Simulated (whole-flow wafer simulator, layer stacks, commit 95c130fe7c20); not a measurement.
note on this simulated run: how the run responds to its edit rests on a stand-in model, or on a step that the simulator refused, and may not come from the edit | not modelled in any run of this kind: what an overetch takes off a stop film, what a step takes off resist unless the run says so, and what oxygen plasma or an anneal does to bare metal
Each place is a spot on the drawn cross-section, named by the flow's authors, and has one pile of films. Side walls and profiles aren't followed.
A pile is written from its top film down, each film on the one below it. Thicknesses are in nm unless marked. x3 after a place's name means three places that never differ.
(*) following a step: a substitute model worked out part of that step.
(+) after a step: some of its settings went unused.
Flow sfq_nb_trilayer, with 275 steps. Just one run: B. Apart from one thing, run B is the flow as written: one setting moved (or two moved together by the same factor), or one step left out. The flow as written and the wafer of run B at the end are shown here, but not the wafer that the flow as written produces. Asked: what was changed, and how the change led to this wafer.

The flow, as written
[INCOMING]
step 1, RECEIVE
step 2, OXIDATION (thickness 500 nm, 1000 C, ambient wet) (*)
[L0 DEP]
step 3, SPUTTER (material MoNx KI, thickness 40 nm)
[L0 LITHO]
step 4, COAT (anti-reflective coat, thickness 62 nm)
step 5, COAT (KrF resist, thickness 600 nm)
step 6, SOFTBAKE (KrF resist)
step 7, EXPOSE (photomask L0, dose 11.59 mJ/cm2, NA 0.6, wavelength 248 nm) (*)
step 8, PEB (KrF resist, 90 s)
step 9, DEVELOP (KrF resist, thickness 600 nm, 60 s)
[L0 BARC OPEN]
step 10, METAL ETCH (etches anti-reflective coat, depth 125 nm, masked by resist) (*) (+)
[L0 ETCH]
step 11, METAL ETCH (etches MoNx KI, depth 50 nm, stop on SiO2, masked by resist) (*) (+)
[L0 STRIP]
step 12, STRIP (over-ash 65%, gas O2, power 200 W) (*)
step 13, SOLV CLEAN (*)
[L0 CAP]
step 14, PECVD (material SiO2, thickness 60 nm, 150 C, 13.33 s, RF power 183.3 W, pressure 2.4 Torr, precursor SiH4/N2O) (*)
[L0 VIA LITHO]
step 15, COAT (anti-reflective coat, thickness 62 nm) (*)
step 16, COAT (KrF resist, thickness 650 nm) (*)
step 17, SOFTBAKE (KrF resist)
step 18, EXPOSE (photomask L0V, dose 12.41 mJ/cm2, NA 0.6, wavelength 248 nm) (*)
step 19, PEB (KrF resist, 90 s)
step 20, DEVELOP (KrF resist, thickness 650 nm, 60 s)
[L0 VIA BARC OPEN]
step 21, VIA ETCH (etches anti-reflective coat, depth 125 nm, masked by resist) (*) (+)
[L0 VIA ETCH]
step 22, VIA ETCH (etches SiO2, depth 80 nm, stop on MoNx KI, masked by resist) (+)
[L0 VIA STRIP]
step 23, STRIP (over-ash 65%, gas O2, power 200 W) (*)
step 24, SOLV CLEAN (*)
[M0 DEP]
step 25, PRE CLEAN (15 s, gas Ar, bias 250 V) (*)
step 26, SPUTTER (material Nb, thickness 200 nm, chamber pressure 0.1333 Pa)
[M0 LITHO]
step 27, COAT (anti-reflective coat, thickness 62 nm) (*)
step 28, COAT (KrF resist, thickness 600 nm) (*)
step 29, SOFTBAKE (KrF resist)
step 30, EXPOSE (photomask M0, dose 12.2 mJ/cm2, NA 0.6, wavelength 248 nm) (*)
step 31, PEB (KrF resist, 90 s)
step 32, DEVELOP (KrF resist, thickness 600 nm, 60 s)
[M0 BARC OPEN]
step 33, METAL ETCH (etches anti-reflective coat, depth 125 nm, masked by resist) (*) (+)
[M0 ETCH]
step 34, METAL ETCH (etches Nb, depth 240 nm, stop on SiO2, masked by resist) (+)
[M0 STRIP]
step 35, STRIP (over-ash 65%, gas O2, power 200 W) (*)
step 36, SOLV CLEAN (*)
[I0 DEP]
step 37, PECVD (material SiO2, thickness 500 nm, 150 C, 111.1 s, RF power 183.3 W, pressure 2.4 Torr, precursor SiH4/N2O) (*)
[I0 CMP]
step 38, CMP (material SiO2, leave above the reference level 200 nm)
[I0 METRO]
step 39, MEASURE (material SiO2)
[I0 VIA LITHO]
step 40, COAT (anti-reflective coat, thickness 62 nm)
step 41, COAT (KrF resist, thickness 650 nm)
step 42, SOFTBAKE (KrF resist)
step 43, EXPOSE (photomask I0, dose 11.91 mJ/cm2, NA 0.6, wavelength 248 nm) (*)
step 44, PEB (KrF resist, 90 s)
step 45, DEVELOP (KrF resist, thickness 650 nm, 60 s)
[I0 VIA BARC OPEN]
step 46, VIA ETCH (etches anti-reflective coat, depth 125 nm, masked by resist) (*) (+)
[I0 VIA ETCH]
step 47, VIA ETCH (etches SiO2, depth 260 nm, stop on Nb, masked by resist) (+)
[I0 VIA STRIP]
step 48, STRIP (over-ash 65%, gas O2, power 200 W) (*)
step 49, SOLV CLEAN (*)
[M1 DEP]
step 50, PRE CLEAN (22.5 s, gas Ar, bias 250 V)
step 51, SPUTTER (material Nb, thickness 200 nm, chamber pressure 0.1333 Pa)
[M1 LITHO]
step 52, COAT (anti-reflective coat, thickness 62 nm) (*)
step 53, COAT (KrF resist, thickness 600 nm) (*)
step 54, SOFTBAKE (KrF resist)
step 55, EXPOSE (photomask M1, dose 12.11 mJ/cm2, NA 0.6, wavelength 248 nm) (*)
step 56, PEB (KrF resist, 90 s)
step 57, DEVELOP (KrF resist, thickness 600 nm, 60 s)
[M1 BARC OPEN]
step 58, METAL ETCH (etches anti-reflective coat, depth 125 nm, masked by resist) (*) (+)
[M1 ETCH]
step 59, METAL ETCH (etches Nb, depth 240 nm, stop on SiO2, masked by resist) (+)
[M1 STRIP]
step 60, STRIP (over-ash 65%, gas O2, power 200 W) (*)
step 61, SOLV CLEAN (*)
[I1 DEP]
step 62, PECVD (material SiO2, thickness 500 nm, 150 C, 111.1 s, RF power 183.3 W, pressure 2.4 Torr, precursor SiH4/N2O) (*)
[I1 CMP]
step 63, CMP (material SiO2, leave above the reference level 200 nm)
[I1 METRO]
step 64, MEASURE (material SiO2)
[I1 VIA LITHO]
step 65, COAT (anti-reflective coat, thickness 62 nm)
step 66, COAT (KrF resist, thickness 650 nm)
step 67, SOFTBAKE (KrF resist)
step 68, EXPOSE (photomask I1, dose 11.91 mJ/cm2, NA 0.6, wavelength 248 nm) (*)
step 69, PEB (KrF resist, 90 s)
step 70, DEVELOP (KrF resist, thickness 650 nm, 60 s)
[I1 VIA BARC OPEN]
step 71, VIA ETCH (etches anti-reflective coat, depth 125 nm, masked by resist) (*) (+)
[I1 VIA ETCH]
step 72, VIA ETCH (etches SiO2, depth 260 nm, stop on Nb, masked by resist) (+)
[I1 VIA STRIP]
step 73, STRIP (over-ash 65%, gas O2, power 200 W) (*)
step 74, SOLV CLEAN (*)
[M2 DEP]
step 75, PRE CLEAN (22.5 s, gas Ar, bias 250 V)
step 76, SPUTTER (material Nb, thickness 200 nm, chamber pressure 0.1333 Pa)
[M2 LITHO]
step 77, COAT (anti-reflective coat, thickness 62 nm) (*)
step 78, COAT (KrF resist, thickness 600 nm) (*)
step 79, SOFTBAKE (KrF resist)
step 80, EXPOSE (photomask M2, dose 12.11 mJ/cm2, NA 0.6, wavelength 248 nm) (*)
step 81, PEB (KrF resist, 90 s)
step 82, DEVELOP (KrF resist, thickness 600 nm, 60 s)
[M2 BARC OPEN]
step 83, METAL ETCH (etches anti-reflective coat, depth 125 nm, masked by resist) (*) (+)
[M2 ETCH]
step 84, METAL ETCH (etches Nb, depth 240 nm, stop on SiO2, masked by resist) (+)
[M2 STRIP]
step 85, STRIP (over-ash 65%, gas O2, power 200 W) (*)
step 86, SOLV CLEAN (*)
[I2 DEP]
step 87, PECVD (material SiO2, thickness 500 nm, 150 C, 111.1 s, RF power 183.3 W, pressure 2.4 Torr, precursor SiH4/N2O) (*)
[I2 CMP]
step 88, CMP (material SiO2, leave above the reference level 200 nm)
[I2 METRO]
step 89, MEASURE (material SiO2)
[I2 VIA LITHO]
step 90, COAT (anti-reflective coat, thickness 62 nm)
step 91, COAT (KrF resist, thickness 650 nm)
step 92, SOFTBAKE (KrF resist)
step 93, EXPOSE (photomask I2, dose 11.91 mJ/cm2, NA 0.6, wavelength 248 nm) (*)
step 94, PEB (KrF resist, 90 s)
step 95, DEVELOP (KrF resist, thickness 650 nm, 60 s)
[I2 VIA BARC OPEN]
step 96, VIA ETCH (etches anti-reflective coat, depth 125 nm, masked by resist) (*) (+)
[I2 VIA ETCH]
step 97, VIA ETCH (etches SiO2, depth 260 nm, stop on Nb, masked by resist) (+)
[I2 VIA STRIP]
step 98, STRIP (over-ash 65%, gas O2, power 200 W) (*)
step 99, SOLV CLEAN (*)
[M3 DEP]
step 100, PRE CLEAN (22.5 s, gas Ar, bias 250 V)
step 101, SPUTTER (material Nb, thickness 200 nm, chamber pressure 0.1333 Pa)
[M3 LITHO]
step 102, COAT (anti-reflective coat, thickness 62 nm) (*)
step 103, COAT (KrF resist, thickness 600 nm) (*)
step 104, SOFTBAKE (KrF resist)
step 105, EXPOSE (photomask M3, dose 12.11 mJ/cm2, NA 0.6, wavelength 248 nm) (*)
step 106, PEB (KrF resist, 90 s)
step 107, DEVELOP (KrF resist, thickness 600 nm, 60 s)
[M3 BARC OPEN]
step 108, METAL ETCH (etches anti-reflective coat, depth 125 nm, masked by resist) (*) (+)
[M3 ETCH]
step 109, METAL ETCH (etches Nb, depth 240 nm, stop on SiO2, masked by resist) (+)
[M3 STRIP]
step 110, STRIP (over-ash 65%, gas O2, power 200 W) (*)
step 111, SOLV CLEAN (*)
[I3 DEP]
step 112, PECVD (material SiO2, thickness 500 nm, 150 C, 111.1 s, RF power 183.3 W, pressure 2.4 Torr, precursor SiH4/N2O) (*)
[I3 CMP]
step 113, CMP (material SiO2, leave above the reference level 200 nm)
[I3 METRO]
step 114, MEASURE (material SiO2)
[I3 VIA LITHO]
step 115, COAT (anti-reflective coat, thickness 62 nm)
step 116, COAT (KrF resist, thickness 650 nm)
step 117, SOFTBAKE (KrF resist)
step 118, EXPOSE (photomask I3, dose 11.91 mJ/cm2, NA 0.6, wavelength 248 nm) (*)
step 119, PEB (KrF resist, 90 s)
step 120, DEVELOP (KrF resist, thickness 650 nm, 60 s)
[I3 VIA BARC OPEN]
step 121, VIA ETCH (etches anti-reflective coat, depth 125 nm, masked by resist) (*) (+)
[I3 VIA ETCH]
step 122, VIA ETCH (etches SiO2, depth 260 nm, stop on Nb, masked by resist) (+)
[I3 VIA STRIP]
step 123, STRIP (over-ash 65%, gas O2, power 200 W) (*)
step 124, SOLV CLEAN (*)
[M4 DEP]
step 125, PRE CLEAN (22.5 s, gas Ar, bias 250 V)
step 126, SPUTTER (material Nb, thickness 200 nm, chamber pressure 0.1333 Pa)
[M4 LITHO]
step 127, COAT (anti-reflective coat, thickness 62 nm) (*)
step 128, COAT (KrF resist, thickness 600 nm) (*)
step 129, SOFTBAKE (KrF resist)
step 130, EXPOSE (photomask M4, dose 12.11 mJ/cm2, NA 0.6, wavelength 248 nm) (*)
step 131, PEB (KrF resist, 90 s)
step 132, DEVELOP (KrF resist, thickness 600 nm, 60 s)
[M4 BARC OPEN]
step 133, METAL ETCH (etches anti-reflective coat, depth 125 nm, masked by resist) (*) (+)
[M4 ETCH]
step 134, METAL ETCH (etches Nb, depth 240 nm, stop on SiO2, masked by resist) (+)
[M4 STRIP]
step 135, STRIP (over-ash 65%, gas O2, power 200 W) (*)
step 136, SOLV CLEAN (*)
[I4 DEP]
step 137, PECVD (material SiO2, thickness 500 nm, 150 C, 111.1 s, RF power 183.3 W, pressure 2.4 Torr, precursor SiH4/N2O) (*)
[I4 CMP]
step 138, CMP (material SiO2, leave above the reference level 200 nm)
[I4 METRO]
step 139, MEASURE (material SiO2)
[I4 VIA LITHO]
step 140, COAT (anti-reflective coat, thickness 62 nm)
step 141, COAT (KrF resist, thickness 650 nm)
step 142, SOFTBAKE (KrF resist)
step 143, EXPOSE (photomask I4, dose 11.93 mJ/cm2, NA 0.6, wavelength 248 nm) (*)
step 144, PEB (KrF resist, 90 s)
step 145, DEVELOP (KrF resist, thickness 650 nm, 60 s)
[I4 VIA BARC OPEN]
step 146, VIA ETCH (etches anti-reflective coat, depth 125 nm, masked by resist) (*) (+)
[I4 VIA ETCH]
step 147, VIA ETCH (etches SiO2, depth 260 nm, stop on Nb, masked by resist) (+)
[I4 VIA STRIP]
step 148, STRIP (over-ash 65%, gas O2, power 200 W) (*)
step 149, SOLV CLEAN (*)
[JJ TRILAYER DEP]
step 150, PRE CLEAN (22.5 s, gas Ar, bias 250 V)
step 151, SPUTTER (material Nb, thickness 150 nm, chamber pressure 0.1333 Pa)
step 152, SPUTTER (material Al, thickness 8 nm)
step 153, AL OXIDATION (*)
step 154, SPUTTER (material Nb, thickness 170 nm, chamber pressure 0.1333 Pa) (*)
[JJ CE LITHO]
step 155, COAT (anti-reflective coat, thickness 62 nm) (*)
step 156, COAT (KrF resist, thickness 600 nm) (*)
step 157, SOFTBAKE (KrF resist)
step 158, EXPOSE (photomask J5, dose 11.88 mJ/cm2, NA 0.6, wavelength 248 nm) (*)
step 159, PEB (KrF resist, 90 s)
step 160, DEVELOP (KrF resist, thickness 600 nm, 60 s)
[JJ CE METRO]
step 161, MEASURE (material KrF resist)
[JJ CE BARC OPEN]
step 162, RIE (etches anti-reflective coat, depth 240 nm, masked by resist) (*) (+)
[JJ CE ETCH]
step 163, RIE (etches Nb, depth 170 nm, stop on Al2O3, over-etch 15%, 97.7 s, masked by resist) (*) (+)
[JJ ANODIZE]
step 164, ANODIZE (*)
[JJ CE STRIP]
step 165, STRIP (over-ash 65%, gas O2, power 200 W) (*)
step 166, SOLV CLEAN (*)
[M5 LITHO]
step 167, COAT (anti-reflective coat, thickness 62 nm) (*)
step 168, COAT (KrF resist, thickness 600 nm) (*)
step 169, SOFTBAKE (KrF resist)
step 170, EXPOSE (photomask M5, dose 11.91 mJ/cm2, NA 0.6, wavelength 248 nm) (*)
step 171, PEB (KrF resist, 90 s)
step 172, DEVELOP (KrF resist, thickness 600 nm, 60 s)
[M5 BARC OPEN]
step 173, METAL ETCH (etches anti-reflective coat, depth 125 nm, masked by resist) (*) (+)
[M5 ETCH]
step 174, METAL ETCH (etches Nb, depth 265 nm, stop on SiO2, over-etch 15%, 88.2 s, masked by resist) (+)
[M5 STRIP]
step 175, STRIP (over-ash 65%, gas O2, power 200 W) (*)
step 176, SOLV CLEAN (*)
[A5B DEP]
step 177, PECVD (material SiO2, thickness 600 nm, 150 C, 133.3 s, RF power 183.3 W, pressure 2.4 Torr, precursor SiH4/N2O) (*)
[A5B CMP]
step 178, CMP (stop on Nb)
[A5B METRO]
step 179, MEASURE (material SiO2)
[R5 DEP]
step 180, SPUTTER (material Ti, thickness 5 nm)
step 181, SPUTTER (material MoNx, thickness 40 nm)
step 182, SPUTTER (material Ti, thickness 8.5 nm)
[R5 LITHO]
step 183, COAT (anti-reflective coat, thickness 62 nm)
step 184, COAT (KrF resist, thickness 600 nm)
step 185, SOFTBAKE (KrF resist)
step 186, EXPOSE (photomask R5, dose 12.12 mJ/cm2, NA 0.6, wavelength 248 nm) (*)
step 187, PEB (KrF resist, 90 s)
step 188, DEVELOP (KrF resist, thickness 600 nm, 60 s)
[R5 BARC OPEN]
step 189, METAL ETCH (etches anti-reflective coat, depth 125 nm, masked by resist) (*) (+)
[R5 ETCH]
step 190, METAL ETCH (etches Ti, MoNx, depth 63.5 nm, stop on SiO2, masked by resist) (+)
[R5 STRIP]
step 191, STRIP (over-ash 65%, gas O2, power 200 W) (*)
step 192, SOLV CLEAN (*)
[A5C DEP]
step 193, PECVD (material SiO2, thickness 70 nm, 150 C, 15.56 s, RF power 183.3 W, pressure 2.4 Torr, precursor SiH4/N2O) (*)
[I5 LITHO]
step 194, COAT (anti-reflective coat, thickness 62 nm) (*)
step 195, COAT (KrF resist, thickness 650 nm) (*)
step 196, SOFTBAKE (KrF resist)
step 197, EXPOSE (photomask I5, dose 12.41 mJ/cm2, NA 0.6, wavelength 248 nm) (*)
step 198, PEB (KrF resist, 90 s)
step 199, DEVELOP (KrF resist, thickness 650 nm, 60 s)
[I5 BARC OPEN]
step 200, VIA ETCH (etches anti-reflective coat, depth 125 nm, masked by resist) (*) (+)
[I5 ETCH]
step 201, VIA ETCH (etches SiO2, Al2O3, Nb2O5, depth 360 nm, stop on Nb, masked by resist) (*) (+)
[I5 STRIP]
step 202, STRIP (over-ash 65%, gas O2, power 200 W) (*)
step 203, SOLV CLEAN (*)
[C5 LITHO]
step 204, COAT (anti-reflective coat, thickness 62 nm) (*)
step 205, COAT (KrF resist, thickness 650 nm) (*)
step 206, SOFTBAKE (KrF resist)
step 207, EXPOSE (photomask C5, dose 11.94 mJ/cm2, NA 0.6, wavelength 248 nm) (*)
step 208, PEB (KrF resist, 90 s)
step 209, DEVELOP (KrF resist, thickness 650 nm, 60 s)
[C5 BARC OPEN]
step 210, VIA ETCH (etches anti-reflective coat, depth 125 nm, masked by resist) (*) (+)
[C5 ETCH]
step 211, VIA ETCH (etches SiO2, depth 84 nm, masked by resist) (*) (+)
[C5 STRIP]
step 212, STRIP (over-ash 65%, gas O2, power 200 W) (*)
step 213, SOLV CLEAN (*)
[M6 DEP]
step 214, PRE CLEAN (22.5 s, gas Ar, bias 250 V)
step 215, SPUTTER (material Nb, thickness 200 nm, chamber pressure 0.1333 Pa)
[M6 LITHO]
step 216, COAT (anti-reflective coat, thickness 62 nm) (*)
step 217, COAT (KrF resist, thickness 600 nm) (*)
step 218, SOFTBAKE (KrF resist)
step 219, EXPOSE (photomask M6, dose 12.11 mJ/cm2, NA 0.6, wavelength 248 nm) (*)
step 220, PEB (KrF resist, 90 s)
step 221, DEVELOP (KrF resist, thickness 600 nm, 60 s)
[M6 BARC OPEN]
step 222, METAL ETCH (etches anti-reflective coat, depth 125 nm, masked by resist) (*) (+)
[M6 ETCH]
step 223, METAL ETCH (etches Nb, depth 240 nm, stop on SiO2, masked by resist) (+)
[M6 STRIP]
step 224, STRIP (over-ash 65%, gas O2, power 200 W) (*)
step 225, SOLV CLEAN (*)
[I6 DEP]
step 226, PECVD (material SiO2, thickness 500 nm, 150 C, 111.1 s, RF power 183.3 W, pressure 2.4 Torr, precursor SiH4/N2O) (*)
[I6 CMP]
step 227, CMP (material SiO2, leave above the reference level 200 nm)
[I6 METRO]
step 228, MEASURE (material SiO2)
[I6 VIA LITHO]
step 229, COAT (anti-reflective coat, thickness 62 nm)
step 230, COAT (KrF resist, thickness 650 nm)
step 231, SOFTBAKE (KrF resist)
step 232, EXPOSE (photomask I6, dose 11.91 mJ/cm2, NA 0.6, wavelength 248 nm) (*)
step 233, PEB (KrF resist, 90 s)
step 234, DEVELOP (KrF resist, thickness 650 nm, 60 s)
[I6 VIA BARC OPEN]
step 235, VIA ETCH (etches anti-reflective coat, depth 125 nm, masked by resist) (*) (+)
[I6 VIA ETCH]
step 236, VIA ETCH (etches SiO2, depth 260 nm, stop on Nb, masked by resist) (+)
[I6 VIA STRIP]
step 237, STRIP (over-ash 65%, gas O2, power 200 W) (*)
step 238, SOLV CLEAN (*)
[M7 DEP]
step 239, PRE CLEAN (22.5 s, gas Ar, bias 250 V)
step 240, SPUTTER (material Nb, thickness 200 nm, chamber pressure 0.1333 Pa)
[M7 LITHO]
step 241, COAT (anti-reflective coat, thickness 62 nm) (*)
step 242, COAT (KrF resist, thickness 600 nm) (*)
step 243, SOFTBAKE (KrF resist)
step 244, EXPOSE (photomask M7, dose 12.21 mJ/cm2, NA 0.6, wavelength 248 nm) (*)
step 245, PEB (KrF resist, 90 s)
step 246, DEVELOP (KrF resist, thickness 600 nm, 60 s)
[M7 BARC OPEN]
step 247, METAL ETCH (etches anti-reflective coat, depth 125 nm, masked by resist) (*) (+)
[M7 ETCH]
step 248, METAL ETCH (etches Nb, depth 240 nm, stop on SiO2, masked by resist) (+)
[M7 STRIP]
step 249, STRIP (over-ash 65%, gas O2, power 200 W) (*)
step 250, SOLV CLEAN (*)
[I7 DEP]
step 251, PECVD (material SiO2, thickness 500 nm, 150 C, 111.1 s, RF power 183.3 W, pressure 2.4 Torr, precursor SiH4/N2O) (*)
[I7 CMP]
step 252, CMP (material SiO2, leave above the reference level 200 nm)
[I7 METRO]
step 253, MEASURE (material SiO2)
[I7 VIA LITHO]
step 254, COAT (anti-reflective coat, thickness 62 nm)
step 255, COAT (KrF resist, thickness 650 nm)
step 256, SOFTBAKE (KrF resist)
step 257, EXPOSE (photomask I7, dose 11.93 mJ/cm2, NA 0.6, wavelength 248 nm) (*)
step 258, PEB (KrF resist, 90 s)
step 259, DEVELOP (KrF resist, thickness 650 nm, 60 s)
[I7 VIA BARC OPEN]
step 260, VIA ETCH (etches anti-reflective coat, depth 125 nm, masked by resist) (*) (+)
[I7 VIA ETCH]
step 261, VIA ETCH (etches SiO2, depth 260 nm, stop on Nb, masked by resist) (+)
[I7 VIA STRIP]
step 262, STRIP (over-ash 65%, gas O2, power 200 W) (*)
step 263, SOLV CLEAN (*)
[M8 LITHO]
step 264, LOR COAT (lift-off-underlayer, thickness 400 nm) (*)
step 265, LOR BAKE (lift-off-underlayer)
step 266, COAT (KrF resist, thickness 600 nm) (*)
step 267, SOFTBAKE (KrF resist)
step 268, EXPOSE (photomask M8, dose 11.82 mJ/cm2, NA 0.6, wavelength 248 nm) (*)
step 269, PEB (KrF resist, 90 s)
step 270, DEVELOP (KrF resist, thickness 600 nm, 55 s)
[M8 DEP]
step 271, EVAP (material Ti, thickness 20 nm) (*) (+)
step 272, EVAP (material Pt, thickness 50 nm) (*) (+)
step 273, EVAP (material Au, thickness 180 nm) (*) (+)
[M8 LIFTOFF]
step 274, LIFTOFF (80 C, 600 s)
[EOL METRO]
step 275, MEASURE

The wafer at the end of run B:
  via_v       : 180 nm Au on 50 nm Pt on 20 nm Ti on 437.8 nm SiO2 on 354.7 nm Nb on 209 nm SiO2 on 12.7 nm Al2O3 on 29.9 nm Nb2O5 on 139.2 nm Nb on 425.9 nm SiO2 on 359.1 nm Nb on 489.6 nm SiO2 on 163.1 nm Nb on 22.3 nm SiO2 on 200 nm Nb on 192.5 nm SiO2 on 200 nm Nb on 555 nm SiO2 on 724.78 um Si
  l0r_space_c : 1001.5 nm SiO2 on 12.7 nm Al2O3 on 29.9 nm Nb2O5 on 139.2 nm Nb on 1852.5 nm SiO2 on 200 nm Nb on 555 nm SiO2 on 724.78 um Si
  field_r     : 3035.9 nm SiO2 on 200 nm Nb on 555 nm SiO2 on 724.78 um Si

What caused this: step 63, CMP: leave above the reference level 290 nm was run, though the flow has leave above the reference level 200 nm.

Step by step, how the change led to this:
  step 63, CMP (material SiO2, leave above the reference level 200 nm)
      field_l, be, be_sur and 72 more: SiO2 loses 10 (it would be, as written: SiO2 loses 100)
      v_sur, via_wl, via_wr and 20 more: SiO2 loses 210 (it would be, as written: SiO2 loses 300)
      (as well as at 8 more places)
  step 72, VIA ETCH (etches SiO2, depth 260 nm, stop on Nb, masked by resist) (+)
      via_v: SiO2 loses 260 (it would be, as written: SiO2 loses 199.8 (all of it))
  step 75, PRE CLEAN (22.5 s, gas Ar, bias 250 V)
      via_v: SiO2 loses 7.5 (it would be, as written: Nb loses 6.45)
  step 76, SPUTTER (material Nb, thickness 200 nm, chamber pressure 0.1333 Pa)
      via_v: Nb gains 163.1 (new film) (it would be, as written: Nb gains 174.5)
  step 77, COAT (anti-reflective coat, thickness 62 nm) (*)
      via_sp: anti-reflective coat gains 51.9 (new film) (it would be, as written: anti-reflective coat gains 53.2 (new film))
      via_v: anti-reflective coat gains 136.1 (new film) (it would be, as written: anti-reflective coat gains 123.1 (new film))
      (as well as at 1 more place)
  step 78, COAT (KrF resist, thickness 600 nm) (*)
      via_v: KrF resist gains 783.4 (new film) (it would be, as written: KrF resist gains 733.7 (new film))
  step 85, STRIP (over-ash 65%, gas O2, power 200 W) (*)
      via_sp: KrF resist loses 370.4 (all of it), anti-reflective coat loses 51.9 (all of it) (it would be, as written: KrF resist loses 374.4 (all of it), anti-reflective coat loses 53.2 (all of it))
      via_v: KrF resist loses 565.3 (all of it), anti-reflective coat loses 136.1 (all of it) (it would be, as written: KrF resist loses 515.8 (all of it), anti-reflective coat loses 123.1 (all of it))
      (as well as at 1 more place)
  step 87, PECVD (material SiO2, thickness 500 nm, 150 C, 111.1 s, RF power 183.3 W, pressure 2.4 Torr, precursor SiH4/N2O) (*)
      via_v: SiO2 gains 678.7 (new film) (it would be, as written: SiO2 gains 606 (new film))
Taking metal films that touch as one body, via_v has 7 bodies (between them, from the top down: SiO2 437.8; SiO2 209 / Al2O3 12.7 / Nb2O5 29.9; SiO2 425.9; SiO2 489.6; SiO2 22.3; SiO2 192.5); the flow as written gives 6 bodies (between them, from the top down: SiO2 437.8; SiO2 209 / Al2O3 12.7 / Nb2O5 29.9; SiO2 425.9; SiO2 416.9; SiO2 192.5).
